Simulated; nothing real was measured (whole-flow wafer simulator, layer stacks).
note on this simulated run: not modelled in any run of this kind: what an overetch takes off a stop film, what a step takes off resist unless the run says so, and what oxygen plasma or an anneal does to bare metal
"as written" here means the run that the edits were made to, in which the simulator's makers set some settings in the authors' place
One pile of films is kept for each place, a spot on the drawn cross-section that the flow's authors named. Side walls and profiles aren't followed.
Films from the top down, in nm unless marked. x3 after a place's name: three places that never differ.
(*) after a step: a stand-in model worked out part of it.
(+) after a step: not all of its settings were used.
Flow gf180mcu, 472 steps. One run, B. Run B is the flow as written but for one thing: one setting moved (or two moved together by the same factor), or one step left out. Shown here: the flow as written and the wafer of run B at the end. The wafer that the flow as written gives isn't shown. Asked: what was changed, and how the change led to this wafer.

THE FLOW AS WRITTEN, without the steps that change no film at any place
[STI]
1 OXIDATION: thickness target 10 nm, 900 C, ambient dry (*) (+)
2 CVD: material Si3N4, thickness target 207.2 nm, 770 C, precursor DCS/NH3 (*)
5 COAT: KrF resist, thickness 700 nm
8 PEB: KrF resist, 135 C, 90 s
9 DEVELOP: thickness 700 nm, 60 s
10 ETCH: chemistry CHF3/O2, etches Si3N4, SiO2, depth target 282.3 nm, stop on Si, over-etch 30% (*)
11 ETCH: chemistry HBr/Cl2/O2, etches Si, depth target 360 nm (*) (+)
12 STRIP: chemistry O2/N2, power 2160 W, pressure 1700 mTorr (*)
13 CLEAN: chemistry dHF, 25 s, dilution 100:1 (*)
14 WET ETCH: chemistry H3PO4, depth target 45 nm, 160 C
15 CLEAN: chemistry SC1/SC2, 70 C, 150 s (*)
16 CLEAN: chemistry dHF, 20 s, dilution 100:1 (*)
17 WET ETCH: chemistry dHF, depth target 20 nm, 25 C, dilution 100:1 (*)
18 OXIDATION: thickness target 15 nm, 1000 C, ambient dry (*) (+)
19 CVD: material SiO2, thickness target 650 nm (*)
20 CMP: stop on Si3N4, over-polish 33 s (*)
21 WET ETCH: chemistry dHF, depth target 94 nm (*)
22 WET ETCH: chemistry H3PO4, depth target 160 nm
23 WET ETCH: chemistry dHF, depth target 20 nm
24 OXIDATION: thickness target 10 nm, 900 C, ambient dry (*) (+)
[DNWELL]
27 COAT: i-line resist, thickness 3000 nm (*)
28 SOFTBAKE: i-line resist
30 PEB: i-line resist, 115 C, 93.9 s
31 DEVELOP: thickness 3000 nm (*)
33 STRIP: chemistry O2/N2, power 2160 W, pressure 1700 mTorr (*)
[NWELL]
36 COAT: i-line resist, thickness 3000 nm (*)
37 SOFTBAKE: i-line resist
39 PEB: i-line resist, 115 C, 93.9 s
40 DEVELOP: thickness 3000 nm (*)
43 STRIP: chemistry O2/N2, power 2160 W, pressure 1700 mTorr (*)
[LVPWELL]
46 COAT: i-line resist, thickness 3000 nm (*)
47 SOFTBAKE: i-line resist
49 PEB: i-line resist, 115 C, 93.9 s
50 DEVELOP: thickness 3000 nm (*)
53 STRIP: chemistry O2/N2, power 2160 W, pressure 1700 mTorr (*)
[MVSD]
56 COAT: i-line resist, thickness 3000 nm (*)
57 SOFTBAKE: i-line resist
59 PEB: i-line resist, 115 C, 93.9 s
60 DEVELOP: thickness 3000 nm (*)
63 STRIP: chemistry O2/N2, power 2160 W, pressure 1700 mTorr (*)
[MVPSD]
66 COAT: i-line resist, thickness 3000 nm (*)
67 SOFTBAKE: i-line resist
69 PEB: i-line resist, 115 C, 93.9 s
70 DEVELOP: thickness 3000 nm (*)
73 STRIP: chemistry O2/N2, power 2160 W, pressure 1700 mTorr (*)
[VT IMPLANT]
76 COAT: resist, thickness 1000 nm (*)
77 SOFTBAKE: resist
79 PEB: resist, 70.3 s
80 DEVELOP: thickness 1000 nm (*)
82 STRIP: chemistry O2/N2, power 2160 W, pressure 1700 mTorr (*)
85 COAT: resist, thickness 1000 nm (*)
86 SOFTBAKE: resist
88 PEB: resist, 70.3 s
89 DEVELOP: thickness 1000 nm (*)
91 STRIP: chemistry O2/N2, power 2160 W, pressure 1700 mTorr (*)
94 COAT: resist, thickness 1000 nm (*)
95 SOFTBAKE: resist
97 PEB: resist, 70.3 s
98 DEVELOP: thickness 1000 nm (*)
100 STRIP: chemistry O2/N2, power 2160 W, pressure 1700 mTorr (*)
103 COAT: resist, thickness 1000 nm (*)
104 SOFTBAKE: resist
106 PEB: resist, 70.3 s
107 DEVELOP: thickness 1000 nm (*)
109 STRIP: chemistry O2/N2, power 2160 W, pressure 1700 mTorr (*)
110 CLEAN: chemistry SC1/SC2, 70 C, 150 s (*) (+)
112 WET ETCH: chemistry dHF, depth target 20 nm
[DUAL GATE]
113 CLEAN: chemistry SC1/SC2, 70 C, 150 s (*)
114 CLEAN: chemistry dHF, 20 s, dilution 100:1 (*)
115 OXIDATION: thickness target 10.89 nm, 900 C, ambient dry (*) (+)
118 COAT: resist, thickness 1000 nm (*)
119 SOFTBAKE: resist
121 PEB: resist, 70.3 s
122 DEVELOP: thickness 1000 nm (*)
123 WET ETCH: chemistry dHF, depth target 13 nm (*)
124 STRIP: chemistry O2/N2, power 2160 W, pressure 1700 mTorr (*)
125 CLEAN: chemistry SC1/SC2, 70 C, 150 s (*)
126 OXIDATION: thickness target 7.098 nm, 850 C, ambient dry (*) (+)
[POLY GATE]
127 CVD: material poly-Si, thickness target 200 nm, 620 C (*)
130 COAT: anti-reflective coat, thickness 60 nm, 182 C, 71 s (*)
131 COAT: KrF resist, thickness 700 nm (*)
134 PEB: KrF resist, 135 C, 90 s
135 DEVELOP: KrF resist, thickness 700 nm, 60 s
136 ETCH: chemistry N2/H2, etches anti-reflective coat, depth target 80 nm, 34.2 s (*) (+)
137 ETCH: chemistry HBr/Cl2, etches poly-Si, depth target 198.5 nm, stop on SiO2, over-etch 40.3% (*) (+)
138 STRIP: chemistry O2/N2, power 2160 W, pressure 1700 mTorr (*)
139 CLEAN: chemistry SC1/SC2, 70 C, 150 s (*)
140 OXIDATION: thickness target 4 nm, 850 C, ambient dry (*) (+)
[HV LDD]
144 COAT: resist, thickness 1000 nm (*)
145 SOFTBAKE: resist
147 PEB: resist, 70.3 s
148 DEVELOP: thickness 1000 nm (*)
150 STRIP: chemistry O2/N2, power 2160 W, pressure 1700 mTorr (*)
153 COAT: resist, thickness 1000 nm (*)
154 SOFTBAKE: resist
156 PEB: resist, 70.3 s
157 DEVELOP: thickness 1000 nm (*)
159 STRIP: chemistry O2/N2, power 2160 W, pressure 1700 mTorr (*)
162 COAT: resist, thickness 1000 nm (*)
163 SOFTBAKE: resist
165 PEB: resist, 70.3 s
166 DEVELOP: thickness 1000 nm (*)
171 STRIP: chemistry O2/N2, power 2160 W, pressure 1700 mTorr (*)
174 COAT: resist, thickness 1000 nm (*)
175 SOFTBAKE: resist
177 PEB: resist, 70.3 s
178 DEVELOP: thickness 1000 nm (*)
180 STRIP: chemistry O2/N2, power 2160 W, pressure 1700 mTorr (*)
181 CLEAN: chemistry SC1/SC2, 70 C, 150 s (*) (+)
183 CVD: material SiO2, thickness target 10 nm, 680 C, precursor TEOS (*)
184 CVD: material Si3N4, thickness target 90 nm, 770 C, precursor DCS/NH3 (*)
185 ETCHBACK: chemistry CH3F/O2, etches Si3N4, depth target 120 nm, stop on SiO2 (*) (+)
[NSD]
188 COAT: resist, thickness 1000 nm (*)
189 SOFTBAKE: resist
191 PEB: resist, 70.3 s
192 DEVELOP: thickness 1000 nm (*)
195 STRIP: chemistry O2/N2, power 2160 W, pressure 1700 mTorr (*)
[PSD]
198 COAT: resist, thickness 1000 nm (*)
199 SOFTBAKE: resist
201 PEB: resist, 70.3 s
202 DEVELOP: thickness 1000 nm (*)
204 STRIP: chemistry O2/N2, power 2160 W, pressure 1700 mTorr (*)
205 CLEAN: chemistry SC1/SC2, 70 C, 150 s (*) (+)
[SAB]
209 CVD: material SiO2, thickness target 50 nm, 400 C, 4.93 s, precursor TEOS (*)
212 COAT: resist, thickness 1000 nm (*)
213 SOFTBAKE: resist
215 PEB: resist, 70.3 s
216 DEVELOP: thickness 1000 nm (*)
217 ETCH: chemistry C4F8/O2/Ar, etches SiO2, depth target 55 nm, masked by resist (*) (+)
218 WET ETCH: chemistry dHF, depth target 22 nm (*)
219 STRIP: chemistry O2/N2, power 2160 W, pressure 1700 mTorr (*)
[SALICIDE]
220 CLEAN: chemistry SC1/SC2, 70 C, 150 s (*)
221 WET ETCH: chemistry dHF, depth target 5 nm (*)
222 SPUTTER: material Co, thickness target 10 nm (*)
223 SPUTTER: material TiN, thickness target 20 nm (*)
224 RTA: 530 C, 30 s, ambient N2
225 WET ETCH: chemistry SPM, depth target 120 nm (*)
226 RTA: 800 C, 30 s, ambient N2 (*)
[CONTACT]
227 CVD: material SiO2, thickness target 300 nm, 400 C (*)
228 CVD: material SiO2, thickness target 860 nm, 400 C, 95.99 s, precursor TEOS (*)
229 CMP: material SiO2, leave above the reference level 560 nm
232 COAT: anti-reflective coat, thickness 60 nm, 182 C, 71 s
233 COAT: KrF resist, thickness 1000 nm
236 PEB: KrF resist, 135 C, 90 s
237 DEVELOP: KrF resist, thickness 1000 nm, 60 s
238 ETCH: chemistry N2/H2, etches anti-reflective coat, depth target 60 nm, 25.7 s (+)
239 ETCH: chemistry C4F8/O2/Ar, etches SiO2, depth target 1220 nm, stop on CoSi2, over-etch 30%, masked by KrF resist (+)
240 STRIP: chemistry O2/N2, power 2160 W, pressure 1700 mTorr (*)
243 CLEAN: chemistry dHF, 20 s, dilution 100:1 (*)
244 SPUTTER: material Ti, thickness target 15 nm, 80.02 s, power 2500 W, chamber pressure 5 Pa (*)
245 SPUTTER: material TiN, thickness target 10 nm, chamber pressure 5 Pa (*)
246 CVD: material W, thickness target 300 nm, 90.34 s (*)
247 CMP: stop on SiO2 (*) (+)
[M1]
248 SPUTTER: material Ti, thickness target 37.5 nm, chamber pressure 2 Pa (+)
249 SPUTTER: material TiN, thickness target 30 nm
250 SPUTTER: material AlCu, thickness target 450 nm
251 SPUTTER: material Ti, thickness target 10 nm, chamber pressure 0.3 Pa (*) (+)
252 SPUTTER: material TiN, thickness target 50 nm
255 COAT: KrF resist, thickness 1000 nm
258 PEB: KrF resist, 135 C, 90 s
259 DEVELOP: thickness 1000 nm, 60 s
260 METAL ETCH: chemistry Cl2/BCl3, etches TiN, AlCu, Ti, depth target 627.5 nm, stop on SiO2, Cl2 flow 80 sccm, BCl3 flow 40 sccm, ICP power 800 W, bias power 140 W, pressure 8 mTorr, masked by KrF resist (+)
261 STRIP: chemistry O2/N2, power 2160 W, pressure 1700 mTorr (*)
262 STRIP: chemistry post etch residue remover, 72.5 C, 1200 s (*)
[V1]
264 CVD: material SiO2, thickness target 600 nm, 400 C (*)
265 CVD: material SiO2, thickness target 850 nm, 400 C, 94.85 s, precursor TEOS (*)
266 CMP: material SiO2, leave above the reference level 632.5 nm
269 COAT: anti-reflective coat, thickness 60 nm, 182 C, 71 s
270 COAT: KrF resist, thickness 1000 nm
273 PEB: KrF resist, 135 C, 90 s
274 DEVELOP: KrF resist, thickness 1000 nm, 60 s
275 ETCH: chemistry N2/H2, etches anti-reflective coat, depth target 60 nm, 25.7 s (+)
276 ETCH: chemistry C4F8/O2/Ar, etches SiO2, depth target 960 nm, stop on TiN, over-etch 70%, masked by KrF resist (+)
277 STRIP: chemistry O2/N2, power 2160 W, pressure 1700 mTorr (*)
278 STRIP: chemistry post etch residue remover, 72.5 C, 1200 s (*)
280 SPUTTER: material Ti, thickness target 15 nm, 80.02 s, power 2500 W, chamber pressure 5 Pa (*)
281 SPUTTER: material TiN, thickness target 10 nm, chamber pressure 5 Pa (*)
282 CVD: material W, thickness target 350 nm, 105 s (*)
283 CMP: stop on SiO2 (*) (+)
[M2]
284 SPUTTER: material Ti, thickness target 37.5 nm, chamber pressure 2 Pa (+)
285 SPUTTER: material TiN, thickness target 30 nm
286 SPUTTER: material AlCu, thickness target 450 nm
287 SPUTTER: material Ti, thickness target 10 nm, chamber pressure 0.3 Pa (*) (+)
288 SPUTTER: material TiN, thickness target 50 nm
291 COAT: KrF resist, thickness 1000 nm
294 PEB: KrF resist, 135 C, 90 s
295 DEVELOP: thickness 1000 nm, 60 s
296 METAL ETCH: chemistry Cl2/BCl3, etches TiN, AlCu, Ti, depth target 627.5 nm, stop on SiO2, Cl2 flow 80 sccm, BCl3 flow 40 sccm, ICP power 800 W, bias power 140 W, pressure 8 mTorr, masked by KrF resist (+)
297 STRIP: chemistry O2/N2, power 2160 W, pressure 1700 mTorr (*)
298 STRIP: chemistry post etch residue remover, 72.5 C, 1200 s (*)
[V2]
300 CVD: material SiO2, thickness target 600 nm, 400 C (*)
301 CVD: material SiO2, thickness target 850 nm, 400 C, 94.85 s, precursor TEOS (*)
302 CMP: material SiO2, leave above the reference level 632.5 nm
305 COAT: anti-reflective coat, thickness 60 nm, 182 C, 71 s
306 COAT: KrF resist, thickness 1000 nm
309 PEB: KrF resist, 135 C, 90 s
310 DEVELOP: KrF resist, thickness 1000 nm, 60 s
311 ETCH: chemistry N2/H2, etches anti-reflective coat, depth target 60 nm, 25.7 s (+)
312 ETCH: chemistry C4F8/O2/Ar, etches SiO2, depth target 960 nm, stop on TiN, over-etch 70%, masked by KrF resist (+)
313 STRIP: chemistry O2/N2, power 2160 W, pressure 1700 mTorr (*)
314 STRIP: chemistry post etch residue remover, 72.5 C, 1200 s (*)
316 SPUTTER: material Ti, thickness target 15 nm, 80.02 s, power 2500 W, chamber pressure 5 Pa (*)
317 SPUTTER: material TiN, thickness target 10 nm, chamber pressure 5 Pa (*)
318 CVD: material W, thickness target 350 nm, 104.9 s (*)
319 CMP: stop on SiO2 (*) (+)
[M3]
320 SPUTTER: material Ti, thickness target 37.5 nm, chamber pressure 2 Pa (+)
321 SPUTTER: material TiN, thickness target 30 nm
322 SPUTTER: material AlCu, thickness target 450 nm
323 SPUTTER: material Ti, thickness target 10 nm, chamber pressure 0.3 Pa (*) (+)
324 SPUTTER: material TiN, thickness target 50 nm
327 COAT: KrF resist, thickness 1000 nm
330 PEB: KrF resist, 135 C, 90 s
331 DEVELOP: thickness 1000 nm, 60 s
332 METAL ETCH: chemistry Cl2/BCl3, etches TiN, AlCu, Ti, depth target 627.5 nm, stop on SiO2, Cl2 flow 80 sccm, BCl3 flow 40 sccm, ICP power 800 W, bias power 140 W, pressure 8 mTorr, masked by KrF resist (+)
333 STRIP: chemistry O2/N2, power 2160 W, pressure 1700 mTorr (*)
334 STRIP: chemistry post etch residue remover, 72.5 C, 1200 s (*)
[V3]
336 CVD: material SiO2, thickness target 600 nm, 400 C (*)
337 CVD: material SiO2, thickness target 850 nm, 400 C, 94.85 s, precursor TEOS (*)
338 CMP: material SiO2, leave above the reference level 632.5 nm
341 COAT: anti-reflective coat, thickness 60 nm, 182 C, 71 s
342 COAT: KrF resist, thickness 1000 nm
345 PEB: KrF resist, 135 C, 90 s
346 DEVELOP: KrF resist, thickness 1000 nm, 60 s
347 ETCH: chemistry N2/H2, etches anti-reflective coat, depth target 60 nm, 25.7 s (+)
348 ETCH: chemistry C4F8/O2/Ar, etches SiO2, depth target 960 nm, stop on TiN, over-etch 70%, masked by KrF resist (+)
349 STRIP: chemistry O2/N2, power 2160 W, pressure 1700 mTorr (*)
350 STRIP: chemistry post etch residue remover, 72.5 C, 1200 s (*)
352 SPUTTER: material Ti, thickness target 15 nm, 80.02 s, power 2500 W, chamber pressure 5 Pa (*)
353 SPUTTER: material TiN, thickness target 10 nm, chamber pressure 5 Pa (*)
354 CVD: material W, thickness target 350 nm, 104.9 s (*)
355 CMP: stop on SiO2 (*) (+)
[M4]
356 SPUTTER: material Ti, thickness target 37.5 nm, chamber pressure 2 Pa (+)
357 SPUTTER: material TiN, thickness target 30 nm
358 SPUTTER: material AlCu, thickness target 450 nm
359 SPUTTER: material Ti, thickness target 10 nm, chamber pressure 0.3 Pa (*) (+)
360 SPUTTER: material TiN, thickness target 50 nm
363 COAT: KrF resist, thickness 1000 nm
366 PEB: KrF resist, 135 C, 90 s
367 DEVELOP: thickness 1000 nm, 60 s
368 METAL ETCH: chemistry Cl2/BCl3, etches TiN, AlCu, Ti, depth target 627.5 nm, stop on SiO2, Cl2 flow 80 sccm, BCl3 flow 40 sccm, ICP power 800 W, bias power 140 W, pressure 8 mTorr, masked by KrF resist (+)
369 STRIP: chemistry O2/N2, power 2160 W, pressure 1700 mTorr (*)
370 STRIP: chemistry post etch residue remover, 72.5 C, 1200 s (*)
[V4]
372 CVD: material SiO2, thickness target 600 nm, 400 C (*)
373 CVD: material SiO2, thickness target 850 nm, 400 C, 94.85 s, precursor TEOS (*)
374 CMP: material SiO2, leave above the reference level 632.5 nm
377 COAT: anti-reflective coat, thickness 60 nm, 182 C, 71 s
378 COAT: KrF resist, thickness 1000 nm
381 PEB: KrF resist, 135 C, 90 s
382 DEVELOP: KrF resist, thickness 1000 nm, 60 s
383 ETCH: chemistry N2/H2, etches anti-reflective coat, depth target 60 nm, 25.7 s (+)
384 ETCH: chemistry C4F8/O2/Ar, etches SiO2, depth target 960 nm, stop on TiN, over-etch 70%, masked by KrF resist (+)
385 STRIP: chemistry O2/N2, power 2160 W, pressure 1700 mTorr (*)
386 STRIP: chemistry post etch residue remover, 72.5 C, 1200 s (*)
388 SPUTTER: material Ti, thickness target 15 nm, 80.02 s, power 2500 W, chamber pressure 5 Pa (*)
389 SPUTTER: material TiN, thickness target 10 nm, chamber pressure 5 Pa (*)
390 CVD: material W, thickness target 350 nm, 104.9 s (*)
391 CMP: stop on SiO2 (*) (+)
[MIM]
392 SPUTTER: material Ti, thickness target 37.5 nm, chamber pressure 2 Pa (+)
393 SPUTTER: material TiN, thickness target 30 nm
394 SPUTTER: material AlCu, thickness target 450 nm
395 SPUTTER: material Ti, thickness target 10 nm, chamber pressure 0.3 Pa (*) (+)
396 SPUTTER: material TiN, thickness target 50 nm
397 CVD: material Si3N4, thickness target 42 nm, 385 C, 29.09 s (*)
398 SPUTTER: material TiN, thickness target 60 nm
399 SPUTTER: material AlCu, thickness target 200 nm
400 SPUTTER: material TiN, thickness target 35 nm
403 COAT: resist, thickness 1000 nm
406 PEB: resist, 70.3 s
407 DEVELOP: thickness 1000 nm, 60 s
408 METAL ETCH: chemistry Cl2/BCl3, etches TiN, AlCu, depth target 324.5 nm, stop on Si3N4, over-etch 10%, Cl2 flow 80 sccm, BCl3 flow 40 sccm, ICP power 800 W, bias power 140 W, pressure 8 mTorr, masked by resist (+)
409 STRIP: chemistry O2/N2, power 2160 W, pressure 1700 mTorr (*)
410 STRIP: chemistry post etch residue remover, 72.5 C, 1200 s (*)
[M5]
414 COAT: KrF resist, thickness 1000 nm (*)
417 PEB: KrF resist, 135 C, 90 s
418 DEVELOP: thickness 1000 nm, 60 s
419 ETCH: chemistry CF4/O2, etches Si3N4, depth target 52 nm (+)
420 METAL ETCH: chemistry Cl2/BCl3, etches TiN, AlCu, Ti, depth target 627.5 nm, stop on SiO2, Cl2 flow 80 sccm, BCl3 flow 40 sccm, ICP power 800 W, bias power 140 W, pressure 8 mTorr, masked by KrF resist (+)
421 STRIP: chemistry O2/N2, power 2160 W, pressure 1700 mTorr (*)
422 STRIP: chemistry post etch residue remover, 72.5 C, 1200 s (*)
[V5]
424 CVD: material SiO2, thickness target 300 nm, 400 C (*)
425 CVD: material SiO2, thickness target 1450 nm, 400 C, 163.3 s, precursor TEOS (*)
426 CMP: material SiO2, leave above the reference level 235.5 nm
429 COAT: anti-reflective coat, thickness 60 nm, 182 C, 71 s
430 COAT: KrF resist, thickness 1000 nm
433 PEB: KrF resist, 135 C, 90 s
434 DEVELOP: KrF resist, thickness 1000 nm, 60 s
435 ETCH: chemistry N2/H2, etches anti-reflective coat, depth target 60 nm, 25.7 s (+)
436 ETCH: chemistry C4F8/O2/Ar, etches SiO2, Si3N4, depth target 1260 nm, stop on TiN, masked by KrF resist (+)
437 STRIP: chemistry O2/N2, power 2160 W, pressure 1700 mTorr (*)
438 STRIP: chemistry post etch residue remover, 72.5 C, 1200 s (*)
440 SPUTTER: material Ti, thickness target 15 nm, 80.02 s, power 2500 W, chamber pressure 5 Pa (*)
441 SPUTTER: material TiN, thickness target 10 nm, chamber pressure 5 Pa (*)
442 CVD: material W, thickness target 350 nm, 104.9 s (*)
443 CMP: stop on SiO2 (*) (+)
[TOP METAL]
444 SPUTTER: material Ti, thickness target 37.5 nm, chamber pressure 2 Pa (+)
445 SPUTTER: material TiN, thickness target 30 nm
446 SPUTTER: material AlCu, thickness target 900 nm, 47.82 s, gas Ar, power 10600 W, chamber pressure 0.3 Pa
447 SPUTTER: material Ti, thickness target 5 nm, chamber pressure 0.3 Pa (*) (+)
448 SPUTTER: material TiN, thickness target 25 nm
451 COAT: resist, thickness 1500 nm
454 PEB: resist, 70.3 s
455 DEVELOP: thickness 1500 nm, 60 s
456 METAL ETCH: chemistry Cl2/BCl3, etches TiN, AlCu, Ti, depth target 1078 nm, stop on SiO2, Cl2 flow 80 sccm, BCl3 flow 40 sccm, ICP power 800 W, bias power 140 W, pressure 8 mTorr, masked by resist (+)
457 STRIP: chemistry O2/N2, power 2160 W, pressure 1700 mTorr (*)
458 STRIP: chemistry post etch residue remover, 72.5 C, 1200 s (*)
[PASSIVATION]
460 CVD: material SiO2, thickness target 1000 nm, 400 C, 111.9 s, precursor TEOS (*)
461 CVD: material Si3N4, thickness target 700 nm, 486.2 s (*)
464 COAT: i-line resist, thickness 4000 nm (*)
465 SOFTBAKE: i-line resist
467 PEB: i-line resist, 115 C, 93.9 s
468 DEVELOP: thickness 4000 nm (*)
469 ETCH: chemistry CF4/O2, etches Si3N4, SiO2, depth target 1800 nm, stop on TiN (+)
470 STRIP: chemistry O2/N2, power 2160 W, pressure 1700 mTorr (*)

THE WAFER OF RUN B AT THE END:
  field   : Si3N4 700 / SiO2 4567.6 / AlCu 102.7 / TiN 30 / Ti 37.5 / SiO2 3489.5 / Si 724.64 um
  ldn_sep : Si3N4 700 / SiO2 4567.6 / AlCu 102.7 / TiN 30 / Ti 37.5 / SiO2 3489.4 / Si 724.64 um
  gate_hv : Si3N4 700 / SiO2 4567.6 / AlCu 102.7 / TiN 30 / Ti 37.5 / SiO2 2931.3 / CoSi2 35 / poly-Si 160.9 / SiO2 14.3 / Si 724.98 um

The cause: step 332, METAL ETCH: depth target 401.6 nm was run, where the flow has depth target 627.5 nm.

How the change led to this, step by step:
  332 METAL ETCH: chemistry Cl2/BCl3, etches TiN, AlCu, Ti, depth target 627.5 nm, stop on SiO2, Cl2 flow 80 sccm, BCl3 flow 40 sccm, ICP power 800 W, bias power 140 W, pressure 8 mTorr, masked by KrF resist (+)
      field, field__w1, field__w2 and 103 more: TiN -50 (all of it), Ti -10 (all of it), AlCu -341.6 (as written it would be: TiN -50 (all of it), Ti -10 (all of it), AlCu -450 (all of it), TiN -30 (all of it), Ti -37.5 (all of it))
      field__w8, contact, m1, m1__w1, m1_nw: KrF resist -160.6 (as written it would be: KrF resist -251)
  333 STRIP: chemistry O2/N2, power 2160 W, pressure 1700 mTorr (*)
      field__w8, contact, m1, m1__w1, m1_nw: KrF resist -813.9 (all of it) (as written it would be: KrF resist -723.5 (all of it))
  334 STRIP: chemistry post etch residue remover, 72.5 C, 1200 s (*)
      field, field__w1, field__w2 and 103 more: AlCu -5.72 (as written it would be: nothing)
  336 CVD: material SiO2, thickness target 600 nm, 400 C (*)
      field, field__w1, field__w2 and 103 more: SiO2 +600 (new film) (as written it would be: SiO2 +600)
  338 CMP: material SiO2, leave above the reference level 632.5 nm
      field, field__w1, field__w2 and 103 more: SiO2 -470.2 (as written it would be: SiO2 -300)
Counting metal films that touch as one body, field has 1 body; the flow as written gives 0 bodies.
Counting metal films that touch as one body, ldn_sep has 1 body; the flow as written gives 0 bodies.
Counting metal films that touch as one body, gate_hv has 2 bodies (between them, from the top down: SiO2 2931.3); the flow as written gives 1 body.
